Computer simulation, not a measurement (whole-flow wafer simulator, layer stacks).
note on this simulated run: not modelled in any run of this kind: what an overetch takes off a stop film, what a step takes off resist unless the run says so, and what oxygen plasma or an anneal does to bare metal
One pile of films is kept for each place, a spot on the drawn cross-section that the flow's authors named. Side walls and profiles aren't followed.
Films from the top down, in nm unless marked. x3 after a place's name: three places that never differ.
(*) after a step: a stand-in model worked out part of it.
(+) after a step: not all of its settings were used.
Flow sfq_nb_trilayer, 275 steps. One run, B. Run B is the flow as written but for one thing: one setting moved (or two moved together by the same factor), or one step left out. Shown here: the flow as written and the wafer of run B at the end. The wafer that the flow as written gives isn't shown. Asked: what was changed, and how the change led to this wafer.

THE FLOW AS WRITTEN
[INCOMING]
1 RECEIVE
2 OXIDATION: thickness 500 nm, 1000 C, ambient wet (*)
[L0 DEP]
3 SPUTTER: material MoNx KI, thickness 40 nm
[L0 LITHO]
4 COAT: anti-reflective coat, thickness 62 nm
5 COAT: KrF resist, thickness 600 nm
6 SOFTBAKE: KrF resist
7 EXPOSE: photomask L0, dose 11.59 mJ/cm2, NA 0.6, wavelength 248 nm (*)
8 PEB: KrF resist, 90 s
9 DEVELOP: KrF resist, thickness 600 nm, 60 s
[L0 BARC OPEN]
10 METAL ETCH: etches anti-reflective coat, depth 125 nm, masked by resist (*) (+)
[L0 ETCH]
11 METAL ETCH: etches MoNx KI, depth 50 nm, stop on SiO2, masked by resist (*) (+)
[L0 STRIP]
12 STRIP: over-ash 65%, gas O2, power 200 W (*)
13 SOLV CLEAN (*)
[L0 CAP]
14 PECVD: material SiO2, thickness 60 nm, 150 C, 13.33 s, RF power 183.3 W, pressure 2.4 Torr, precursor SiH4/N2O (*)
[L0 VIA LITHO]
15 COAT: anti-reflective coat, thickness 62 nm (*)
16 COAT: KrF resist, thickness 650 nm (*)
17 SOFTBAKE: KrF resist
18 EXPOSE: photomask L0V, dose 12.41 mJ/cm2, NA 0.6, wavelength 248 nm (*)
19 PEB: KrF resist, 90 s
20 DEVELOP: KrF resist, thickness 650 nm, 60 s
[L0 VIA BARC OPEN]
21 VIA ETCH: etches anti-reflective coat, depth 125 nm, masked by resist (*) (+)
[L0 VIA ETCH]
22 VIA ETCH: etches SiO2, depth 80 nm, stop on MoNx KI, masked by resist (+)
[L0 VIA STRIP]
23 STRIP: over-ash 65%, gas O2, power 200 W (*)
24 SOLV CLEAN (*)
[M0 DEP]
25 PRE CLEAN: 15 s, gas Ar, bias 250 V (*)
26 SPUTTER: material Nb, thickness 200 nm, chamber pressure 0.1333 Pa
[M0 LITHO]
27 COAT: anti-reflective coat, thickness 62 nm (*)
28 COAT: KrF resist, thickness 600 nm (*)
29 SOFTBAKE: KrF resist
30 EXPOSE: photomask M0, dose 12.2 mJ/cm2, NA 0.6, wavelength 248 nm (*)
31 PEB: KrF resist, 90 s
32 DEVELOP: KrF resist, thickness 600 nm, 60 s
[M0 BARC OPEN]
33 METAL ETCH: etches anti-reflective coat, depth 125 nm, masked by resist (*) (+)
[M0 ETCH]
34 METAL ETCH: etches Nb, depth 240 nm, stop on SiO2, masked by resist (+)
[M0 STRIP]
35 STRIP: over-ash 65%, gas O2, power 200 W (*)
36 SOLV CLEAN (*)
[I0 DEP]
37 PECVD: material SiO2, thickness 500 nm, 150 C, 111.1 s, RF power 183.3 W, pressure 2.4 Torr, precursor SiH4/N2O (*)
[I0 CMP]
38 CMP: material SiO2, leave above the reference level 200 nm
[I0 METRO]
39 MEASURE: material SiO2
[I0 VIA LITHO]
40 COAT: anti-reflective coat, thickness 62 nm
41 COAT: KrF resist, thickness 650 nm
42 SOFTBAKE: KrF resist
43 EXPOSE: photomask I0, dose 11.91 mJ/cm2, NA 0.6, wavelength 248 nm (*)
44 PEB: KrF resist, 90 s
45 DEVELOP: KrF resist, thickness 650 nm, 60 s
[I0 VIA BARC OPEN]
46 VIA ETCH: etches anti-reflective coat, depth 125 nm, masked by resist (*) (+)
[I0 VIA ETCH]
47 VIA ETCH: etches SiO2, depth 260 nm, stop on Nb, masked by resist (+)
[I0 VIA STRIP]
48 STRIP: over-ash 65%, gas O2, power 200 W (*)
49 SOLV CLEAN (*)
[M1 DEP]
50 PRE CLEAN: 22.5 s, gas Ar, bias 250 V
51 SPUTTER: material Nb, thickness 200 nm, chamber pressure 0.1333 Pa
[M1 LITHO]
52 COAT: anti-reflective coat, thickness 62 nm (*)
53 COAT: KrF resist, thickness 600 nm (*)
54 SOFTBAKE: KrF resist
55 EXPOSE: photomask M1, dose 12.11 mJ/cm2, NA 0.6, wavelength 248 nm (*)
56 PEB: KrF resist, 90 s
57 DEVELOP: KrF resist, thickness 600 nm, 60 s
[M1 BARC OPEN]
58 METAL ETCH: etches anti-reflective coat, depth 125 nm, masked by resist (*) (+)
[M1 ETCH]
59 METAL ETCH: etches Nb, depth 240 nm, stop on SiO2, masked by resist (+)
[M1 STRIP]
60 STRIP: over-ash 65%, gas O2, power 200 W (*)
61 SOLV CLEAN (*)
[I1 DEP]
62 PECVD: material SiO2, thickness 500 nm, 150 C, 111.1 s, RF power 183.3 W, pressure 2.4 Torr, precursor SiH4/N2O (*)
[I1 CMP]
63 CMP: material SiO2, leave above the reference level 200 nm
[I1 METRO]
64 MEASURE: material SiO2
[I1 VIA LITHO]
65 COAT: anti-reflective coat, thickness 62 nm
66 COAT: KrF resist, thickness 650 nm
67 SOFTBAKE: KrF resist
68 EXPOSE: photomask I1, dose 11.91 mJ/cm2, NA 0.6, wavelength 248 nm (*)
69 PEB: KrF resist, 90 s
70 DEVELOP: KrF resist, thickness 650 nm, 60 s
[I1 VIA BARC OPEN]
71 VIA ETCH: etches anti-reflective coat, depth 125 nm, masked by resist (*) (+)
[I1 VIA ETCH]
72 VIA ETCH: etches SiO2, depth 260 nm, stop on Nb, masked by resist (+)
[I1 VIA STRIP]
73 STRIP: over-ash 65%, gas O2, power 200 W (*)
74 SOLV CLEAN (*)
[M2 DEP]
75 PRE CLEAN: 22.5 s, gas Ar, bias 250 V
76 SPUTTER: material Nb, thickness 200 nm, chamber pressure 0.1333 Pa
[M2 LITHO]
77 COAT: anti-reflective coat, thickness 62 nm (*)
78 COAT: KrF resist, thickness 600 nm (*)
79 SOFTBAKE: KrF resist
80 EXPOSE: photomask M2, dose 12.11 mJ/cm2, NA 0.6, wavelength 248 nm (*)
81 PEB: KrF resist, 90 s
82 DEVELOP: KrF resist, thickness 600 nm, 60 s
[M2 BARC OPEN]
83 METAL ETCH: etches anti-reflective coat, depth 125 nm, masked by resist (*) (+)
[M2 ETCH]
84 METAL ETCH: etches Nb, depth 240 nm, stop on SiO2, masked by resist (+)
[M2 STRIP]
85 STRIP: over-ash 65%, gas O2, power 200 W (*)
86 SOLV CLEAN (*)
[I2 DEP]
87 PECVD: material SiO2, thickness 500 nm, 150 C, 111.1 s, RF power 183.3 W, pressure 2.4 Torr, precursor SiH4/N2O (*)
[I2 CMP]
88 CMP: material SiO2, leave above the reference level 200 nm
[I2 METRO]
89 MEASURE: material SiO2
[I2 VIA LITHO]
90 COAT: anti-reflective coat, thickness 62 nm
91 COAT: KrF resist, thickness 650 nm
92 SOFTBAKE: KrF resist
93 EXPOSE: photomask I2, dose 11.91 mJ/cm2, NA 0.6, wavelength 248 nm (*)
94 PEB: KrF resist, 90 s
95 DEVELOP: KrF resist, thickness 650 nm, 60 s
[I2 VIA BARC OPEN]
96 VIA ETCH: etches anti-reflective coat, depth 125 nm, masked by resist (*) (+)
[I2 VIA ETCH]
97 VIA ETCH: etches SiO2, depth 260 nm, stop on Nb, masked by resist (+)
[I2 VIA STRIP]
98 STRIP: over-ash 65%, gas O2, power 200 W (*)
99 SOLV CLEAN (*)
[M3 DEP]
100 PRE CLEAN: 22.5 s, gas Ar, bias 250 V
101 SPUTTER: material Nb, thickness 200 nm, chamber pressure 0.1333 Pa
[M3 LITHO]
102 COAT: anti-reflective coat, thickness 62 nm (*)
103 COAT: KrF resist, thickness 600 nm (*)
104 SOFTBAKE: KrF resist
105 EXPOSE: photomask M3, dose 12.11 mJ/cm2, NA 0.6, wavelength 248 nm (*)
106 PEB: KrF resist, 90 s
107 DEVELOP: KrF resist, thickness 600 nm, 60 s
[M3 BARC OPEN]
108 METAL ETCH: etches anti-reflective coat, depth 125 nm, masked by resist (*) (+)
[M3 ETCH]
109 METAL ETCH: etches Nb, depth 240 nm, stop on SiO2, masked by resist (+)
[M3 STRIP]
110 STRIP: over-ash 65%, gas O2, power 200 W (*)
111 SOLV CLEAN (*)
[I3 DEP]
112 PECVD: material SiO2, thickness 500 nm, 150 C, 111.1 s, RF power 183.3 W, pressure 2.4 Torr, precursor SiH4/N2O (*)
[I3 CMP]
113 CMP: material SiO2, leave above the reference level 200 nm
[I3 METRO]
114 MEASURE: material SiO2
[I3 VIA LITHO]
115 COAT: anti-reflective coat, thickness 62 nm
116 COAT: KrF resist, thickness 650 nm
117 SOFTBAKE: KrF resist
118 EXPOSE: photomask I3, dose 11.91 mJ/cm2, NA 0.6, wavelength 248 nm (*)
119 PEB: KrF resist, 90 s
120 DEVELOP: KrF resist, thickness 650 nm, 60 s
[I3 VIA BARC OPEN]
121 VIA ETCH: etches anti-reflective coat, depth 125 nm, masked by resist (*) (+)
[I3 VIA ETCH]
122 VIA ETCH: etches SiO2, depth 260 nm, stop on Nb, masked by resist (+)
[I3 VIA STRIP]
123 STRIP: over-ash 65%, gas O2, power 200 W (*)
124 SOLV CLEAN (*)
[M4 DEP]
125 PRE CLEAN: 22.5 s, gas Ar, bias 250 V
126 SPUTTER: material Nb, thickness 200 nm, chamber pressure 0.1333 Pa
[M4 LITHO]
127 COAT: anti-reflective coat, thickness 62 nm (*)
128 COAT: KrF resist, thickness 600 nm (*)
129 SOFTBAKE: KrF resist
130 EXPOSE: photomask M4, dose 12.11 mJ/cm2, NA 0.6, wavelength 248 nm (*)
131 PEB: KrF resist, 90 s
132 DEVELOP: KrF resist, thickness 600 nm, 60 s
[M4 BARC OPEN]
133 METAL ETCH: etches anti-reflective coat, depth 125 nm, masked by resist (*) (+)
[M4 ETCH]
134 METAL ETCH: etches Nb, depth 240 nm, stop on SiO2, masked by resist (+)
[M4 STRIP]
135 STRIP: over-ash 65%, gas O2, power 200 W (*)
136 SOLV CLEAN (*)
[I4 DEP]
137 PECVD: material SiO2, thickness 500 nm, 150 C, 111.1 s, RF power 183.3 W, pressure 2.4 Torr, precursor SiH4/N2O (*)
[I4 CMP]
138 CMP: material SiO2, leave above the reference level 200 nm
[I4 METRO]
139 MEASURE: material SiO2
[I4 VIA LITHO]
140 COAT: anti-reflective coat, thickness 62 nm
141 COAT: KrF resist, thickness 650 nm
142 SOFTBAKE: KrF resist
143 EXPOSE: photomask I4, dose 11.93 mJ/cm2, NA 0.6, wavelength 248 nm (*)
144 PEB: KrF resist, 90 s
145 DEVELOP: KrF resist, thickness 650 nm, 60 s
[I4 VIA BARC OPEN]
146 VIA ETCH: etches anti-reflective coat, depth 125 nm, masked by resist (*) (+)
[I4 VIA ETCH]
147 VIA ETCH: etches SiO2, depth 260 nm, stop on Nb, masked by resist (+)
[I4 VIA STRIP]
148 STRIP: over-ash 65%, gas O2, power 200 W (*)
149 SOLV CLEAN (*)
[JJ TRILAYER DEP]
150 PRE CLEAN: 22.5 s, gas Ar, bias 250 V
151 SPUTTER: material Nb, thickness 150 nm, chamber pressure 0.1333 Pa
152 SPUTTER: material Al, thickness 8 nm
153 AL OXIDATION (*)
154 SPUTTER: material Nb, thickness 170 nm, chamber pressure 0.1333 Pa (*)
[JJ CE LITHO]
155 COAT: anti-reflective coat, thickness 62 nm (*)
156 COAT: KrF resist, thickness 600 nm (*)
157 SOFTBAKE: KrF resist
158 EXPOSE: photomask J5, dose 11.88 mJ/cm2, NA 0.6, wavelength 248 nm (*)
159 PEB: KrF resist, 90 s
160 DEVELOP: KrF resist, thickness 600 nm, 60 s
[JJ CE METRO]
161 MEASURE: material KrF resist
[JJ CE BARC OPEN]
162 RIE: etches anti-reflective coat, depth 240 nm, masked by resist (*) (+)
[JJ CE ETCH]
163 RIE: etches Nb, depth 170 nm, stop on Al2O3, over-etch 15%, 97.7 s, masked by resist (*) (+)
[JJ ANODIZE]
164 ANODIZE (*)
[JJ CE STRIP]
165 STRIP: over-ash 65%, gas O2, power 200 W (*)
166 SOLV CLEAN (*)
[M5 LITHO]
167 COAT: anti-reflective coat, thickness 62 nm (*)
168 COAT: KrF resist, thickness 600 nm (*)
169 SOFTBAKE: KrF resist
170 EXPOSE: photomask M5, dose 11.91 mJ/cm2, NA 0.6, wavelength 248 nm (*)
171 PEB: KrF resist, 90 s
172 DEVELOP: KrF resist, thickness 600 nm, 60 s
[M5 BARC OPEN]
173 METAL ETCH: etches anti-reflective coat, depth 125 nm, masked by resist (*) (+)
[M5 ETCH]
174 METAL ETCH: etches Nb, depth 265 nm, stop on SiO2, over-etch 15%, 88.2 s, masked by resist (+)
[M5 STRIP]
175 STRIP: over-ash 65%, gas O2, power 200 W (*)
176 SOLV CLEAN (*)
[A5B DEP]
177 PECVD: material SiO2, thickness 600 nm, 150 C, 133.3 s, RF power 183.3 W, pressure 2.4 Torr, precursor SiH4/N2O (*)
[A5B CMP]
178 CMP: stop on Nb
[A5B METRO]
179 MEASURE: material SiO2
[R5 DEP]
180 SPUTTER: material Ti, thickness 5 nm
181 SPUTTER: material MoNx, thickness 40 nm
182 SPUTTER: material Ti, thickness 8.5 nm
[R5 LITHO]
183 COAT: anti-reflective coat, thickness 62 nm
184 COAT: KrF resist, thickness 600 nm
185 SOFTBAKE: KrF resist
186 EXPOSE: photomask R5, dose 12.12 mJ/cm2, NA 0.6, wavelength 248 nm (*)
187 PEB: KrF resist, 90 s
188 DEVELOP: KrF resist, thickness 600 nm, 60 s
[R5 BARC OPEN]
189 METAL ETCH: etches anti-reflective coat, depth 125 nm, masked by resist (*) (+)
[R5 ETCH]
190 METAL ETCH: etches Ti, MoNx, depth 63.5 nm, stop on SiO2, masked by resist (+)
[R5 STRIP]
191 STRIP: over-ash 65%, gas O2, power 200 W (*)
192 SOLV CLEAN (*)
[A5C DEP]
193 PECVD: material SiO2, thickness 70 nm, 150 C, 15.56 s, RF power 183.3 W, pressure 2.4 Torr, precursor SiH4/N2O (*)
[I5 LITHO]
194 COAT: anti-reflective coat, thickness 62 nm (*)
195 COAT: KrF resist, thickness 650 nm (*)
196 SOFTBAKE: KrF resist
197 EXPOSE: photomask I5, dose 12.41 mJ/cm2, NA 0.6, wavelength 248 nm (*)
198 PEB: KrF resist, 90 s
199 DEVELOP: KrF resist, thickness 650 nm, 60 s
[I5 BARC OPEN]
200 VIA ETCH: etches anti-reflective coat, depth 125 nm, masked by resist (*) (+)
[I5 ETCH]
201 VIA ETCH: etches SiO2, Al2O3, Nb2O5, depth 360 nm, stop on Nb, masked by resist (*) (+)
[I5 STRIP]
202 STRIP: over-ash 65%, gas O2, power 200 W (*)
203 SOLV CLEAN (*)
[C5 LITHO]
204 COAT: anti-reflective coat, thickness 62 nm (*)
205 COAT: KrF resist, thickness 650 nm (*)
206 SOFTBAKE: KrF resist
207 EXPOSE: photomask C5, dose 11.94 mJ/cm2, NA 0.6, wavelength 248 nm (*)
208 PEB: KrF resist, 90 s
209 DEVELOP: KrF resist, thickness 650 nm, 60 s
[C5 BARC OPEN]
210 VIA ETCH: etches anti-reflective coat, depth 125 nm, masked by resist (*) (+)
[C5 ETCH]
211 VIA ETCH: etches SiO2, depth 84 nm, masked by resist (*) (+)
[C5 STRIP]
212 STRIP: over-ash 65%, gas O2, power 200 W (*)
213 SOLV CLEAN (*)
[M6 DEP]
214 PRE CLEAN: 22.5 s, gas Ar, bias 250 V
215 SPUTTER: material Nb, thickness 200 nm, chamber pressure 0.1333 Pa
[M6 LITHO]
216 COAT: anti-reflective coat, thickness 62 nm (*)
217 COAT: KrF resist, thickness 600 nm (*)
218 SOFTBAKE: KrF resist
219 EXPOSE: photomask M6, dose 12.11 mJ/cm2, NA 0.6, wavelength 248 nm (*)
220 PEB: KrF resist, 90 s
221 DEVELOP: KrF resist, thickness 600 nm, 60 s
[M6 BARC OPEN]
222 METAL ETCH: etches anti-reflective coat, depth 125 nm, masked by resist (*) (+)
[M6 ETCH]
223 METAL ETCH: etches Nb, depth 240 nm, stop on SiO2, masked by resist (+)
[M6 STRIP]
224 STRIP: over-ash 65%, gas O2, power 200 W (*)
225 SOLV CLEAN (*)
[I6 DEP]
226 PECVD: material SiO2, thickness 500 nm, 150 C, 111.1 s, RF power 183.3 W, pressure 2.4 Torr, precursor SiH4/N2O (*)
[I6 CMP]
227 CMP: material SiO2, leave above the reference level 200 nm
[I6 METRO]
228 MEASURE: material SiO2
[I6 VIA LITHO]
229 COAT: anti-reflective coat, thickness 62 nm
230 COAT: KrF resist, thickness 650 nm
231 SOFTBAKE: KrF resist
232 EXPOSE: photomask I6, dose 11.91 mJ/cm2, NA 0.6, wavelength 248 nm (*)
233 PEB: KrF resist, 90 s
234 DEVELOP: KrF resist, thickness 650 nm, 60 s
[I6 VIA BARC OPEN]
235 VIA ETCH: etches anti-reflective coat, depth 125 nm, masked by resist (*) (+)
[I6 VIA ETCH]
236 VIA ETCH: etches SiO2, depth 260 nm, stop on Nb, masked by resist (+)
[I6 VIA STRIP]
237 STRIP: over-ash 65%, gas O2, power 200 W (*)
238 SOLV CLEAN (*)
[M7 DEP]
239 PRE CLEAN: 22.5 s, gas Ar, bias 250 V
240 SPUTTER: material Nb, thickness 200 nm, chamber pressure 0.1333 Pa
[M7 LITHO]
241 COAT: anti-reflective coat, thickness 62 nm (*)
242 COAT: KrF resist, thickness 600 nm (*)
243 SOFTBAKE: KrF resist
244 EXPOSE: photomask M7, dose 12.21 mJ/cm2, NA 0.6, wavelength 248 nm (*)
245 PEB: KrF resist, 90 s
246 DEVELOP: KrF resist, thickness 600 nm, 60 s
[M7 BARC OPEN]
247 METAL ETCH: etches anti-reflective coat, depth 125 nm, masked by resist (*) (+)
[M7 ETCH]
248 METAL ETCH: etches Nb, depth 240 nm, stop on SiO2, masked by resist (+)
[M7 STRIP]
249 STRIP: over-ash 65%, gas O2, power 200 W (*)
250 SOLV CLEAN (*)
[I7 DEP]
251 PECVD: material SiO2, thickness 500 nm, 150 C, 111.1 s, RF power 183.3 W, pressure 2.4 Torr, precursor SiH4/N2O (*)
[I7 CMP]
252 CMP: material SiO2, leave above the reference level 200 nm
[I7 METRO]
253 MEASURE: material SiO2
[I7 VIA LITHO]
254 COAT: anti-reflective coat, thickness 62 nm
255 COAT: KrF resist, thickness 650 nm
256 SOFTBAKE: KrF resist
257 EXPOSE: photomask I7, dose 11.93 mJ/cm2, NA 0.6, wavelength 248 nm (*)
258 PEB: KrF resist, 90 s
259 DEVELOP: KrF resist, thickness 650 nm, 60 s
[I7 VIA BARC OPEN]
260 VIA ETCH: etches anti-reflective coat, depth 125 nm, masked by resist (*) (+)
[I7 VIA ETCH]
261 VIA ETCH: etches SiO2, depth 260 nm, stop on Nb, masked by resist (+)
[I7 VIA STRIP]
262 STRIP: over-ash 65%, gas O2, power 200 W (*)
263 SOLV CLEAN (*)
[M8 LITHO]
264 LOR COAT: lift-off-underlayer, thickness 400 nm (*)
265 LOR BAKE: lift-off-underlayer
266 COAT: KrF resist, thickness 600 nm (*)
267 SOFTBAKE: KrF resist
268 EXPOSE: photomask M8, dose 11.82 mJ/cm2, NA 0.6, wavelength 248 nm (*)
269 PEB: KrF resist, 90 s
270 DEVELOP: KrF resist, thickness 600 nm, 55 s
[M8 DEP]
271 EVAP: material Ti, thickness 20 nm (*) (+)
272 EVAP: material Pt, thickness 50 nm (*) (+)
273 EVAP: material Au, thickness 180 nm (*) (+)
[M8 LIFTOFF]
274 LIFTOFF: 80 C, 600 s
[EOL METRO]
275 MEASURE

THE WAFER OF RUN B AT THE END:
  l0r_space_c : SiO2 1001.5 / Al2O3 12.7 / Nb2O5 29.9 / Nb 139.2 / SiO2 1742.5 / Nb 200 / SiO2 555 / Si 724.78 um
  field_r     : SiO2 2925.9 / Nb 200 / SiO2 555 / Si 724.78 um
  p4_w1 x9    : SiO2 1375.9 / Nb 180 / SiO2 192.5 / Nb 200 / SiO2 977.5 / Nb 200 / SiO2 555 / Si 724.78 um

The cause: step 126, SPUTTER: thickness 180 nm was run, where the flow has thickness 200 nm.
It can be read off the wafer: p4_w1 x9 has Nb 180, and step 126 as written asks for 200 nm.

How the change led to this, step by step:
  126 SPUTTER: material Nb, thickness 200 nm, chamber pressure 0.1333 Pa
      field_l, v_sur, via_wl and 102 more: Nb +180 (new film) (as written it would be: Nb +200 (new film))
      via_v: Nb +148.8 (as written it would be: Nb +165.5)
  134 METAL ETCH: etches Nb, depth 240 nm, stop on SiO2, masked by resist (+)
      field_l, be, be_sur and 64 more: Nb -180 (all of it) (as written it would be: Nb -200 (all of it))
  137 PECVD: material SiO2, thickness 500 nm, 150 C, 111.1 s, RF power 183.3 W, pressure 2.4 Torr, precursor SiH4/N2O (*)
      p3_s0 x6: SiO2 +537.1 (as written it would be: SiO2 +557.1)
  138 CMP: material SiO2, leave above the reference level 200 nm
      field_l, be, be_sur and 55 more: SiO2 -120 (as written it would be: SiO2 -100)
      lsp_r, l0_sur, l0v: SiO2 -112.7 (as written it would be: SiO2 -91.9)
